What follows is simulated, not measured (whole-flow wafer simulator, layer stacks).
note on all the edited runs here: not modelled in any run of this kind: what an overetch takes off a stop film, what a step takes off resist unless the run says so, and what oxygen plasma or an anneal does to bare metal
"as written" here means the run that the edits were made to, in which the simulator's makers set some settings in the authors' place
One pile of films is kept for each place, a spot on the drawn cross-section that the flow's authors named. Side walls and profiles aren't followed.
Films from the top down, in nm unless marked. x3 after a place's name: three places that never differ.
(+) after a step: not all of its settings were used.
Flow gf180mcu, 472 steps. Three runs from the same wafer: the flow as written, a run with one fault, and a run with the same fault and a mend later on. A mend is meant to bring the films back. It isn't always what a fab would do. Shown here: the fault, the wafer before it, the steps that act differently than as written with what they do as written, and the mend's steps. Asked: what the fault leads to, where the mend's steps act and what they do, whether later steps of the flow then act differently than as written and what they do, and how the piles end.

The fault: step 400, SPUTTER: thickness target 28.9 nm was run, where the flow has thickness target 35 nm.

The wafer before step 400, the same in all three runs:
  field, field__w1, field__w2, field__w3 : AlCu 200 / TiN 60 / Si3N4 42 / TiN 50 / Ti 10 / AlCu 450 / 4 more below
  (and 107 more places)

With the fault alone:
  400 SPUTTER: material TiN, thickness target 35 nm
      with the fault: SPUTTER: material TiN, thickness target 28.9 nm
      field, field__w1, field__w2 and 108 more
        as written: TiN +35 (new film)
        with the fault: TiN +28.9 (new film)
  Later steps of the flow that act differently than as written (9 more steps differ only slightly, by at most 2% or 0.5 nm, whichever is larger, and aren't shown):
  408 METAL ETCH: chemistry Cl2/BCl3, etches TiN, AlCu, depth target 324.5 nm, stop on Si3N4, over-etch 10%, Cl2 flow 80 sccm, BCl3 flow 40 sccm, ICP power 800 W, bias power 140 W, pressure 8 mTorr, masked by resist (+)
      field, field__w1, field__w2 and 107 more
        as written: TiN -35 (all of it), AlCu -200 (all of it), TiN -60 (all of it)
        with the fault: TiN -28.9 (all of it), AlCu -200 (all of it), TiN -60 (all of it)
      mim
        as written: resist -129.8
        with the fault: resist -127.1
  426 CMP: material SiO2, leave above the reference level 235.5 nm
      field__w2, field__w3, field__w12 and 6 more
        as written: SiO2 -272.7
        with the fault: SiO2 -278.8
  At the end the piles differ from the flow's by more than 2% or 0.5 nm, whichever is larger, at mim.
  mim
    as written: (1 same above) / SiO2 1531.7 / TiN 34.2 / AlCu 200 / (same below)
    with the fault: (1 same above) / SiO2 1531.7 / TiN 28.1 / AlCu 200 / (same below)

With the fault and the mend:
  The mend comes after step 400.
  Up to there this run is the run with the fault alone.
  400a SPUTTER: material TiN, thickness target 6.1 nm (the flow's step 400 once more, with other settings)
      field, field__w1, field__w2 and 108 more
        TiN +6.1
  No later step of the flow acts differently than as written at any place that is followed.
  At the end the piles are the same as the flow's at every place that both follow.
